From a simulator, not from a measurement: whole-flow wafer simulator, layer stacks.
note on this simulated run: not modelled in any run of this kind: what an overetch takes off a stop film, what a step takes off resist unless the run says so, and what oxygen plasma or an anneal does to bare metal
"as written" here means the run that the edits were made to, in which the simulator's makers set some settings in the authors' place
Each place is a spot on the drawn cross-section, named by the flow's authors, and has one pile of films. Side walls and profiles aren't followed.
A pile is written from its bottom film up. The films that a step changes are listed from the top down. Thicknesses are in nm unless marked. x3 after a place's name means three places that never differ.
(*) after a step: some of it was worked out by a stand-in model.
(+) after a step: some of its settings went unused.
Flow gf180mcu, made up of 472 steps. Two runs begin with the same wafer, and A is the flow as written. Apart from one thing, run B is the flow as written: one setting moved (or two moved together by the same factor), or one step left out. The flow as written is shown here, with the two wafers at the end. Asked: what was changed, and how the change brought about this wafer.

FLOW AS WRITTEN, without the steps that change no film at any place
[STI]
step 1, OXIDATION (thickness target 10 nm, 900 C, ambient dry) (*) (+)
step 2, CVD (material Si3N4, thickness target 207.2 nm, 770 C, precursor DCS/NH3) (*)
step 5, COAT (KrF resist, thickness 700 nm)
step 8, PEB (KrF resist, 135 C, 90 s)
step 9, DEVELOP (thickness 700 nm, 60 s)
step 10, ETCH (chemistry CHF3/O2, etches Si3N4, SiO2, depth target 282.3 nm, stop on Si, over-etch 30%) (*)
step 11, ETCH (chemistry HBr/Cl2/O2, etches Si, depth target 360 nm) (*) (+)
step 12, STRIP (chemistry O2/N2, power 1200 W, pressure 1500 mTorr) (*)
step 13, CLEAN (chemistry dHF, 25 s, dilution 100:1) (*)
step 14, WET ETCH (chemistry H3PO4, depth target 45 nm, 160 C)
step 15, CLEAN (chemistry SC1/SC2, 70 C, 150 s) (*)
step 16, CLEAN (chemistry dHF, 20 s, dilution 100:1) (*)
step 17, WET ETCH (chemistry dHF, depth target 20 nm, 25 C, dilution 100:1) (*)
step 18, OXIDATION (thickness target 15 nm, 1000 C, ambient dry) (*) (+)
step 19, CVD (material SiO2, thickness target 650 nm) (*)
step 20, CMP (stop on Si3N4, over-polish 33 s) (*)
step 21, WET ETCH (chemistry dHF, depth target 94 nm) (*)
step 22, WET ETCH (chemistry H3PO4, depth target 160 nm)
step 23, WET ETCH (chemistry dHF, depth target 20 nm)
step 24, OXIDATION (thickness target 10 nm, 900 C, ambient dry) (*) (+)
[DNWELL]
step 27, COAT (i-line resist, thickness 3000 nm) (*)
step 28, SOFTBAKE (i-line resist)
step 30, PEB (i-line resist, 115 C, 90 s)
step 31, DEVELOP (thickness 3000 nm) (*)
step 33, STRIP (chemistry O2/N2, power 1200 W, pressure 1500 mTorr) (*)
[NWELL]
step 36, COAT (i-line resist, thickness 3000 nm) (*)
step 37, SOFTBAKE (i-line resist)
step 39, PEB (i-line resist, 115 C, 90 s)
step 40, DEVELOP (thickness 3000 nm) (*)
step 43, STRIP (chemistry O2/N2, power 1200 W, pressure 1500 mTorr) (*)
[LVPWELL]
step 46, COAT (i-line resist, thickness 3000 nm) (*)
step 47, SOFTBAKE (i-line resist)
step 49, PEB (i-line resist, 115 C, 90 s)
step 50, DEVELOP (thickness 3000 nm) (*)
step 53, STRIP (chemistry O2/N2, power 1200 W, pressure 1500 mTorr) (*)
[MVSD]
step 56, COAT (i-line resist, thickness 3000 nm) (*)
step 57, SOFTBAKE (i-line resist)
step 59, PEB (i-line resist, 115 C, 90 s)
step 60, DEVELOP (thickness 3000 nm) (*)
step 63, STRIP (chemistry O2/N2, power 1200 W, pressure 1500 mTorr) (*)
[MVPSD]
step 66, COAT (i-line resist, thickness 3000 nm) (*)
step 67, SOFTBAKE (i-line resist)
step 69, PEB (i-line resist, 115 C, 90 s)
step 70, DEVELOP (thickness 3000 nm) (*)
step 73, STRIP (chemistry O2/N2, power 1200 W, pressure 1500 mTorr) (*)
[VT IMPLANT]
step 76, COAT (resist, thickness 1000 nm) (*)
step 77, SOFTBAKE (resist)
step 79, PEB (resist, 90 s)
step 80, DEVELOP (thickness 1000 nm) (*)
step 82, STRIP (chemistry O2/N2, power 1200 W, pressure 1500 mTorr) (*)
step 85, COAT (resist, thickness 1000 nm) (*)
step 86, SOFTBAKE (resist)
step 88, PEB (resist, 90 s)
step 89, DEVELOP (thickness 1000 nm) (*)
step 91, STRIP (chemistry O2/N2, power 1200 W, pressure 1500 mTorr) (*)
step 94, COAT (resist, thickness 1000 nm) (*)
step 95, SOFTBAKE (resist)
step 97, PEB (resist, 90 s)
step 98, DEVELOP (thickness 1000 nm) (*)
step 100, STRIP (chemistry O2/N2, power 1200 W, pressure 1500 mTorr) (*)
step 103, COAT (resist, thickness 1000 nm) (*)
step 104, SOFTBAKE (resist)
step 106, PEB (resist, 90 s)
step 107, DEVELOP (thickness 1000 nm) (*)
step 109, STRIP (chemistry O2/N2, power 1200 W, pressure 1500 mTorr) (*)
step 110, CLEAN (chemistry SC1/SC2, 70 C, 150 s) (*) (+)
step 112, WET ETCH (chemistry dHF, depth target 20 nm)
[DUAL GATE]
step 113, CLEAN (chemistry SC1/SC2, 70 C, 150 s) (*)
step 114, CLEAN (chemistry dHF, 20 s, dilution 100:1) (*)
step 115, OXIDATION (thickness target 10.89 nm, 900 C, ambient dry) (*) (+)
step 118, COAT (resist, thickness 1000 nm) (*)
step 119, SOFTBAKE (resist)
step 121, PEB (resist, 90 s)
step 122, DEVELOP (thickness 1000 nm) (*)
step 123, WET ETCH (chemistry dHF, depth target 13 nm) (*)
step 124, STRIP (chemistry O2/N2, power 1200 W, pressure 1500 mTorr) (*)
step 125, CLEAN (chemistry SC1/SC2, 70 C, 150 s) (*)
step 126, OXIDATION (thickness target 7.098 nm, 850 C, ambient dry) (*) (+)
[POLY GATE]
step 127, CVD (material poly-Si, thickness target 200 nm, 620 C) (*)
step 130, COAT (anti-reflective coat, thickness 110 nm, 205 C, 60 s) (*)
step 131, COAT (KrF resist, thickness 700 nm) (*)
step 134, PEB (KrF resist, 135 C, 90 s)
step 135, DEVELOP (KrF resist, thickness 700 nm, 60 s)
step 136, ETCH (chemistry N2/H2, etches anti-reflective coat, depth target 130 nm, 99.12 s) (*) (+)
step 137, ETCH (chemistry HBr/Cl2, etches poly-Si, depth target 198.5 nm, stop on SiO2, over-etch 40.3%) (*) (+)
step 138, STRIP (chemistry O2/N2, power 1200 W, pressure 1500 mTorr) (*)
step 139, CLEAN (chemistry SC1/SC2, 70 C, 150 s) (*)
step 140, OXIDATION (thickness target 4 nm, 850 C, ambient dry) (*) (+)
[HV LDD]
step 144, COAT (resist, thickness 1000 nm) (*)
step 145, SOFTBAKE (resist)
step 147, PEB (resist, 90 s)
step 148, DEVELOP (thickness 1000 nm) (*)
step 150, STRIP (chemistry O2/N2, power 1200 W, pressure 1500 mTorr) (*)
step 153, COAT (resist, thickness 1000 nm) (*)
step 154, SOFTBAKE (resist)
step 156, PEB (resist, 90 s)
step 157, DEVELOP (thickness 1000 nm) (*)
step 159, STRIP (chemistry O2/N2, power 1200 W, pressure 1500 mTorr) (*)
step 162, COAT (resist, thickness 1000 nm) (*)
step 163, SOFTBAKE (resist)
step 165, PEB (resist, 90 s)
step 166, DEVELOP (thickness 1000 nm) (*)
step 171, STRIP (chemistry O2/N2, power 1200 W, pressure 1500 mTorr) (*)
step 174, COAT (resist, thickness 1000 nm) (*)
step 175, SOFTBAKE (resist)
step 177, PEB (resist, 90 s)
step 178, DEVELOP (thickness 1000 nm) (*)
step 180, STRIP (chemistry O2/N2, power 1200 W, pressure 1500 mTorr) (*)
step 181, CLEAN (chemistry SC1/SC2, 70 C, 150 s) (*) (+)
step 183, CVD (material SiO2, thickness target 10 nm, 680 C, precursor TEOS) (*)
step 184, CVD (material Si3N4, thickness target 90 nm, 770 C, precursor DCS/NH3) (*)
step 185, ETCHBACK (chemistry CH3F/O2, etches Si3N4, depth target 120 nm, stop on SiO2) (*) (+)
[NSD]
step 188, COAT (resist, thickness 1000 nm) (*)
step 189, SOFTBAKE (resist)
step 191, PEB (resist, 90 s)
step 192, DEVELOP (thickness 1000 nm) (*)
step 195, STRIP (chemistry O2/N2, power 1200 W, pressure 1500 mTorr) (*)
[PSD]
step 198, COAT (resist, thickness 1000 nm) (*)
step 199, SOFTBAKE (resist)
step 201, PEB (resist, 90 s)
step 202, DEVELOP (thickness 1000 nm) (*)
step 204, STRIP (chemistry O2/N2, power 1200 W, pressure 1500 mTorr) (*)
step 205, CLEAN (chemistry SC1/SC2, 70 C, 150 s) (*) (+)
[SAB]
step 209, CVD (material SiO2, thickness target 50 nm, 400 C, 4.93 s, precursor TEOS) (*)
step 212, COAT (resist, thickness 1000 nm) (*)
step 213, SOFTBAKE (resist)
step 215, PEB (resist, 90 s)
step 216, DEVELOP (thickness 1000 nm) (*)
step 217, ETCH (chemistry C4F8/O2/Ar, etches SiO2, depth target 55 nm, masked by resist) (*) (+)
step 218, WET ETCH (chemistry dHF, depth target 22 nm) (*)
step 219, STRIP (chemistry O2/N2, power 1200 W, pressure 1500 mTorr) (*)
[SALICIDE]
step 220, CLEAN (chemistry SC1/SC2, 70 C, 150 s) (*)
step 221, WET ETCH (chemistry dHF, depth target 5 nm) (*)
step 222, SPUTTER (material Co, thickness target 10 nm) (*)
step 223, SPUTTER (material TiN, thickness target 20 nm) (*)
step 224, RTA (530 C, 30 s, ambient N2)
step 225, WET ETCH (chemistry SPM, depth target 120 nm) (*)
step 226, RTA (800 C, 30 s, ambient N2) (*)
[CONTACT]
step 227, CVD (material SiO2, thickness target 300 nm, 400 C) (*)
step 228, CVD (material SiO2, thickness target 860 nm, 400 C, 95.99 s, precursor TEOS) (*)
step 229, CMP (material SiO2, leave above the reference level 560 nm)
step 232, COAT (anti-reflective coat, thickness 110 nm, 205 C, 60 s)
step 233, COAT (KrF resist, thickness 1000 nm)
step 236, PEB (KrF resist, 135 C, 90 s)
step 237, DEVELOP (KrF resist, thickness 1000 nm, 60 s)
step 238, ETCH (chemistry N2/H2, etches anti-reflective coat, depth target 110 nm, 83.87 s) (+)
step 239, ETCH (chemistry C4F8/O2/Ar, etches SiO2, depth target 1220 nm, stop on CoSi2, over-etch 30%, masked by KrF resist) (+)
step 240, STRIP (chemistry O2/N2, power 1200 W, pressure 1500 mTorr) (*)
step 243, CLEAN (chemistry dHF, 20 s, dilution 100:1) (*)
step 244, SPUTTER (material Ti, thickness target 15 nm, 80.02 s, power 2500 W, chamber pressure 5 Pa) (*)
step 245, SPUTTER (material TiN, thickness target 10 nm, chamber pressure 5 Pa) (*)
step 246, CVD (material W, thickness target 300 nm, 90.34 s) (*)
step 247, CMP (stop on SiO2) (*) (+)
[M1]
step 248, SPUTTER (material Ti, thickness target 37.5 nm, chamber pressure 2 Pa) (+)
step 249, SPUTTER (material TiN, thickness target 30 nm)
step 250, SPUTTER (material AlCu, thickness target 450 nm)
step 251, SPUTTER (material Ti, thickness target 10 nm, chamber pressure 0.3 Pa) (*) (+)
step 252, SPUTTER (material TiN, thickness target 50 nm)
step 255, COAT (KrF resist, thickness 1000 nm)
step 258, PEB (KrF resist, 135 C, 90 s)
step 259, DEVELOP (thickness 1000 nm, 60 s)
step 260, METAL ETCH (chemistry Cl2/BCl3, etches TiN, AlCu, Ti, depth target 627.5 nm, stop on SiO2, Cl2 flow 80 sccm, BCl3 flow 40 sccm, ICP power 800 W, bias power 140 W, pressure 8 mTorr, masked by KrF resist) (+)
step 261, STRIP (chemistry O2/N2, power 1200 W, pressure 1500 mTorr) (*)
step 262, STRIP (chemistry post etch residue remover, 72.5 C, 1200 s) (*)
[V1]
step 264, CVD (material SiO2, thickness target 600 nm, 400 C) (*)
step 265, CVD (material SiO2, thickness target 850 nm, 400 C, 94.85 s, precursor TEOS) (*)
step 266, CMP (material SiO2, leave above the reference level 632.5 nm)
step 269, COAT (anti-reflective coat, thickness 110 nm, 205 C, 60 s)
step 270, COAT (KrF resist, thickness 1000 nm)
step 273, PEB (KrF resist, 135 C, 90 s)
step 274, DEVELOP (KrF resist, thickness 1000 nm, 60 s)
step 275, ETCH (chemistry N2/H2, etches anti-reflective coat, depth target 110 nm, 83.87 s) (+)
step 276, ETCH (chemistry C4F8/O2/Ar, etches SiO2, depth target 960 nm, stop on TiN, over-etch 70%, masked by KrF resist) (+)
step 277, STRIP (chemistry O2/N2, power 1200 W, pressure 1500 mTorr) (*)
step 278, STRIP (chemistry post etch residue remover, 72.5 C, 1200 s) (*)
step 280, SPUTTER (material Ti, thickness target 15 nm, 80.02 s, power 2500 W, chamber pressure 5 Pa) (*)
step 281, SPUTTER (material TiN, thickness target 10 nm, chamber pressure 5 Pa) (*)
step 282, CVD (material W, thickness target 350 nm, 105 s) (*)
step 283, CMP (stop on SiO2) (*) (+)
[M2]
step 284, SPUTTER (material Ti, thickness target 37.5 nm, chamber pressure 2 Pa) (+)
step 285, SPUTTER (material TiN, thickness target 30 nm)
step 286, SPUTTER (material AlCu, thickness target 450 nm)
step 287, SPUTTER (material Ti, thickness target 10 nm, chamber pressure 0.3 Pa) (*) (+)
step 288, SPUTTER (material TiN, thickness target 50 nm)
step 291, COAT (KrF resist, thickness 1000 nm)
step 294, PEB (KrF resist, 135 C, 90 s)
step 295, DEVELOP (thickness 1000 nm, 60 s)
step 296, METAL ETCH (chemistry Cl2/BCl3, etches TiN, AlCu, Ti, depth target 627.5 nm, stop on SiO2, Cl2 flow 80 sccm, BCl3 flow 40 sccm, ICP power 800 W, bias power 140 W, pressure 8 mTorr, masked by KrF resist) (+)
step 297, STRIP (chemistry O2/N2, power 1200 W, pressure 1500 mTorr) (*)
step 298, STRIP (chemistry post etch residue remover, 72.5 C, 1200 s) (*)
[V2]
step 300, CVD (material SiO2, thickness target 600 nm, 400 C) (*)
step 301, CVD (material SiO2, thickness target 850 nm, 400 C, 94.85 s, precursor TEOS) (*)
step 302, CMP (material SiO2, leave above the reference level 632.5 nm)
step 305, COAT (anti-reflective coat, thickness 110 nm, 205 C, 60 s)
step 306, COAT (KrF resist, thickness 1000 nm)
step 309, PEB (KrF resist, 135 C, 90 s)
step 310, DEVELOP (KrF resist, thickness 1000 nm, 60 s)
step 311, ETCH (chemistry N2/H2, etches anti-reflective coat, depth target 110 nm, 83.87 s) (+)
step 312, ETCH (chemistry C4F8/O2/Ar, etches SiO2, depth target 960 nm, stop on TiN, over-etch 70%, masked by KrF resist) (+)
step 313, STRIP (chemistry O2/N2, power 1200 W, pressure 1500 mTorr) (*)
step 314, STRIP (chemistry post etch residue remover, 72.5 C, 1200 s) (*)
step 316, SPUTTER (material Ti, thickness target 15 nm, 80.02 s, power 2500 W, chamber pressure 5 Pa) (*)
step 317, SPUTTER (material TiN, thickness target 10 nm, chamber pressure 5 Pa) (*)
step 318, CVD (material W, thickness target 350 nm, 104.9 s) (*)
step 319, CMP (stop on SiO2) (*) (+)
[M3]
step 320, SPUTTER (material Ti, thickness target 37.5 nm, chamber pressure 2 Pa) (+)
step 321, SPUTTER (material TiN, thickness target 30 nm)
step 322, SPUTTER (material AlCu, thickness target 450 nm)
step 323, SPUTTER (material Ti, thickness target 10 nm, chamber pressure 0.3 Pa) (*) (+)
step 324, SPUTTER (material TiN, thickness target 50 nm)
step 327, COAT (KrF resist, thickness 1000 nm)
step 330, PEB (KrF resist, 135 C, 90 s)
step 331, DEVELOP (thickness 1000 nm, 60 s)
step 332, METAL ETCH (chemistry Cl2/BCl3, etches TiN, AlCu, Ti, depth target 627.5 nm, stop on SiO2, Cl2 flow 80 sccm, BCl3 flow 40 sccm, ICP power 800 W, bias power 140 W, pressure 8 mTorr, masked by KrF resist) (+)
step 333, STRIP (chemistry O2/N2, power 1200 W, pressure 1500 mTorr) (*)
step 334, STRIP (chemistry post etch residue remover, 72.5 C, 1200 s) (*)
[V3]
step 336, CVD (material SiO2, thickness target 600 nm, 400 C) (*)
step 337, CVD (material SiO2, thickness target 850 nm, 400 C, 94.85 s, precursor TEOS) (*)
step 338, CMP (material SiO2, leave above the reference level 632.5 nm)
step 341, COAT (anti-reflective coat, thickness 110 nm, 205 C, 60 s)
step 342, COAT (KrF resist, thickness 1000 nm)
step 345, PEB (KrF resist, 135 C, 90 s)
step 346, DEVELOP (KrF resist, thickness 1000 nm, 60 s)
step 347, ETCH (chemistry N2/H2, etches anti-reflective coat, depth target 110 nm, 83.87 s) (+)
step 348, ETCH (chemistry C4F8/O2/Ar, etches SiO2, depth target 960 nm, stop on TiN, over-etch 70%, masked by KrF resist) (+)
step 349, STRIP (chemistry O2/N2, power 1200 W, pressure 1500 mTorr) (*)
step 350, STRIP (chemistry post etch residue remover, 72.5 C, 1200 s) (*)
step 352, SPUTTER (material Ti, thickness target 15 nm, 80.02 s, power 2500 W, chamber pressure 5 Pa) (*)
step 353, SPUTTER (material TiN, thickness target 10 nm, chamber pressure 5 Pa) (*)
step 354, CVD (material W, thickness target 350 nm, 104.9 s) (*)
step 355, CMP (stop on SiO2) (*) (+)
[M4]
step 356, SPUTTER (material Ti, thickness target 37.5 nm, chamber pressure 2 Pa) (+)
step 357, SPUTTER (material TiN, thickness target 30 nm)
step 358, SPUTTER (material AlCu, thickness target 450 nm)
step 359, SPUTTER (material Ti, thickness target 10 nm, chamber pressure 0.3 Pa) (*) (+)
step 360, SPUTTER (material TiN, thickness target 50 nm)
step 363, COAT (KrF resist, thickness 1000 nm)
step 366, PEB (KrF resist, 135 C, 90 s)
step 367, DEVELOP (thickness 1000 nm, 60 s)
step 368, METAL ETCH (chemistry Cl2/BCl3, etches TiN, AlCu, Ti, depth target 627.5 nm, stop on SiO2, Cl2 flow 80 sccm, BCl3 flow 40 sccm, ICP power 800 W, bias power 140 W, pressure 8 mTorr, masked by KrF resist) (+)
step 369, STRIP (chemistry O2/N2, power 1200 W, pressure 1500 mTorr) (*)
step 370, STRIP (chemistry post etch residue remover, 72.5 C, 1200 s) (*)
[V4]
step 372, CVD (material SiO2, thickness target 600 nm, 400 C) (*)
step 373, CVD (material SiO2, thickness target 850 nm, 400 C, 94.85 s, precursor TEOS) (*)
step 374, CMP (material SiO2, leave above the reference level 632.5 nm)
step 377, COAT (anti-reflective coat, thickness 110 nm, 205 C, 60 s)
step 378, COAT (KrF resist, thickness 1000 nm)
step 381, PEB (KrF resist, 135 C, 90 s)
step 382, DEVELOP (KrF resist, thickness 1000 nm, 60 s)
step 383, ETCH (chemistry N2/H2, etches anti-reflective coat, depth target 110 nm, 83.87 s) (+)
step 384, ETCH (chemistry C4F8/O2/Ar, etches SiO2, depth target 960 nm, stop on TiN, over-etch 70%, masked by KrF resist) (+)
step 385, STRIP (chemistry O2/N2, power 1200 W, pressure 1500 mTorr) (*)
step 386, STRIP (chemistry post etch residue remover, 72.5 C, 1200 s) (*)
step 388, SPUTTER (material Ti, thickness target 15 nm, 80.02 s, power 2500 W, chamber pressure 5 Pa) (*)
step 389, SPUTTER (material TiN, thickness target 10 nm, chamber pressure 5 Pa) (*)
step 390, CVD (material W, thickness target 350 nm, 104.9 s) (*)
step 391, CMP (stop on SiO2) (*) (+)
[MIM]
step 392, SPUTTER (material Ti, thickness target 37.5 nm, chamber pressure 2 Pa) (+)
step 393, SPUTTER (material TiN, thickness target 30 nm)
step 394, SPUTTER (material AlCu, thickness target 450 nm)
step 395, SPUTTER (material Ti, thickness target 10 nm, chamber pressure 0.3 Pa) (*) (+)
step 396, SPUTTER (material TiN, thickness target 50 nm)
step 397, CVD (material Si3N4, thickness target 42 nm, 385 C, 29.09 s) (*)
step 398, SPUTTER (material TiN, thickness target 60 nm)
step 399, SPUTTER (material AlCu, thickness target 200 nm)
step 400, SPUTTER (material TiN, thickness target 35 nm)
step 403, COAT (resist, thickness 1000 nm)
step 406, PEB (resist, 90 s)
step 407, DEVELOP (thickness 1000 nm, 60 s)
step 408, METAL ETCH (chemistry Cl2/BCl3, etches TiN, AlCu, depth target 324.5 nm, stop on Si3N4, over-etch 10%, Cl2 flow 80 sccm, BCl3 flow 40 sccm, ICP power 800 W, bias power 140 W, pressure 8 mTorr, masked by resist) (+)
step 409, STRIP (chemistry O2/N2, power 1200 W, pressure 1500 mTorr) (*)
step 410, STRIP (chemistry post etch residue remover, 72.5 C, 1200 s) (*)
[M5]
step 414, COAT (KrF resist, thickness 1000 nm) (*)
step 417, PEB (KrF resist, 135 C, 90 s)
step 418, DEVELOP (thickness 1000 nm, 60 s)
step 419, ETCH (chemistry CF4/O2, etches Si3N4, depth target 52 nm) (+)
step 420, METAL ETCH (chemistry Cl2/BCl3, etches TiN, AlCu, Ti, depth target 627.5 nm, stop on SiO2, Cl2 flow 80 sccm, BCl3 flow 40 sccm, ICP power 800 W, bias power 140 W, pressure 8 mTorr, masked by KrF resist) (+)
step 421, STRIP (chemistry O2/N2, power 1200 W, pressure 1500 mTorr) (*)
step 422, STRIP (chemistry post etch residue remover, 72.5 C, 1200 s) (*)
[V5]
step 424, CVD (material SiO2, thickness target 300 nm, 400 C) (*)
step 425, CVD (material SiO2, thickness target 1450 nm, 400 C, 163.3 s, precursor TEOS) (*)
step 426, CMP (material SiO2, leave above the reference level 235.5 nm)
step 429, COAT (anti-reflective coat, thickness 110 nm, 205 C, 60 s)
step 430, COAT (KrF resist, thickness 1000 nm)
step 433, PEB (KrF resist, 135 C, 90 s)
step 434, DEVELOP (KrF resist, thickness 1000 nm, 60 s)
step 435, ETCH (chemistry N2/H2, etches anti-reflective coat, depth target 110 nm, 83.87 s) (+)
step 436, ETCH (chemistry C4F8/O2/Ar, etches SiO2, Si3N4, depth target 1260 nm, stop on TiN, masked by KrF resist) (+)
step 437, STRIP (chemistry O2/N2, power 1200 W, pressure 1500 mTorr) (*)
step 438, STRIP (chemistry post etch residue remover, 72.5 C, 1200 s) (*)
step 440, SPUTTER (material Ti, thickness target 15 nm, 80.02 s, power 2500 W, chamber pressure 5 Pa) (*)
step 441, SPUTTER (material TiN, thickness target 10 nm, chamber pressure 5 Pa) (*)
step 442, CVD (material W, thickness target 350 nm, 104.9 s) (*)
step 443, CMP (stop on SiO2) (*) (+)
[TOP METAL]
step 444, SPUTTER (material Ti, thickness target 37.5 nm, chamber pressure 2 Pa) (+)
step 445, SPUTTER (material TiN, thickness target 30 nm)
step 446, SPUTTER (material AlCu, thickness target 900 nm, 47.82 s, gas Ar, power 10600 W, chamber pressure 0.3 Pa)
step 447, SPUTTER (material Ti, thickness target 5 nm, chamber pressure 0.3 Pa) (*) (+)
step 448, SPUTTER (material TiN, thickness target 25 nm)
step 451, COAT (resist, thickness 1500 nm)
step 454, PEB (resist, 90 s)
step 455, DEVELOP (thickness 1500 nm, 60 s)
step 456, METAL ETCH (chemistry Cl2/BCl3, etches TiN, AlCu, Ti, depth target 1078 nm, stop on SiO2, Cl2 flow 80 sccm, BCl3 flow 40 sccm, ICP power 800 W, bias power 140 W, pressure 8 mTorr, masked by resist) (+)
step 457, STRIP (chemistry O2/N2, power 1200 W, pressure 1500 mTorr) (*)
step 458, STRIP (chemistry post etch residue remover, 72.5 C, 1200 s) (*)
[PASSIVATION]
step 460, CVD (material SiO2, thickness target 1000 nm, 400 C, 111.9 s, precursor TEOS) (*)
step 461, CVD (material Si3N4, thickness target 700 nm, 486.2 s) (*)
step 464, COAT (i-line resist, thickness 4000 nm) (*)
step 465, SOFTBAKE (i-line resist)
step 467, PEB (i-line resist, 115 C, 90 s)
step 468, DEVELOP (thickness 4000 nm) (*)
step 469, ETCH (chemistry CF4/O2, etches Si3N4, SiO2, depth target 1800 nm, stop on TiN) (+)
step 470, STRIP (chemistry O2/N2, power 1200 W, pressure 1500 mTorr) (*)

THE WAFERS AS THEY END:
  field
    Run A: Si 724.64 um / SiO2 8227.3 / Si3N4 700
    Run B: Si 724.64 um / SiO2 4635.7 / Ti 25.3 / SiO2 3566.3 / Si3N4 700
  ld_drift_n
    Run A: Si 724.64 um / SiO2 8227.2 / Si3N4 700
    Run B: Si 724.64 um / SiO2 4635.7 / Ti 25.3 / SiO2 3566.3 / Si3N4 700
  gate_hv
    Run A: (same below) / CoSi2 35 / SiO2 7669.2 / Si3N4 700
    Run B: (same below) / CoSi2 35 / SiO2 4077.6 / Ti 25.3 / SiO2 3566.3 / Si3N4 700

What caused this: step 368, METAL ETCH: depth target 552.2 nm was run, whereas the flow has depth target 627.5 nm.

Step by step, how the change led to this:
  step 368, METAL ETCH (chemistry Cl2/BCl3, etches TiN, AlCu, Ti, depth target 627.5 nm, stop on SiO2, Cl2 flow 80 sccm, BCl3 flow 40 sccm, ICP power 800 W, bias power 140 W, pressure 8 mTorr, masked by KrF resist) (+)
      field, field__w1, field__w2 and 103 more: A -50 TiN (all of it), -10 Ti (all of it), -450 AlCu (all of it), -30 TiN (all of it), -37.5 Ti (all of it) | B -50 TiN (all of it), -10 Ti (all of it), -450 AlCu (all of it), -30 TiN (all of it), -12.2 Ti
      field__w8, contact, m1, m1__w1, m1_nw: A -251 KrF resist | B -220.9 KrF resist
  step 369, STRIP (chemistry O2/N2, power 1200 W, pressure 1500 mTorr) (*)
      field__w8, contact, m1, m1__w1, m1_nw: A -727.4 KrF resist (all of it) | B -757.5 KrF resist (all of it)
  step 372, CVD (material SiO2, thickness target 600 nm, 400 C) (*)
      field, field__w1, field__w2 and 103 more: A +600 SiO2 | B +600 SiO2 (new film)
  step 374, CMP (material SiO2, leave above the reference level 632.5 nm)
      field, field__w1, field__w2 and 103 more: A -300 SiO2 | B -325.3 SiO2
With metal films that touch counted as one body, field has 1 body; the flow as written gives 0 bodies.
With metal films that touch counted as one body, ld_drift_n has 1 body; the flow as written gives 0 bodies.
With metal films that touch counted as one body, gate_hv has 2 bodies (between them, from the top down: SiO2 4077.6); the flow as written gives 1 body.
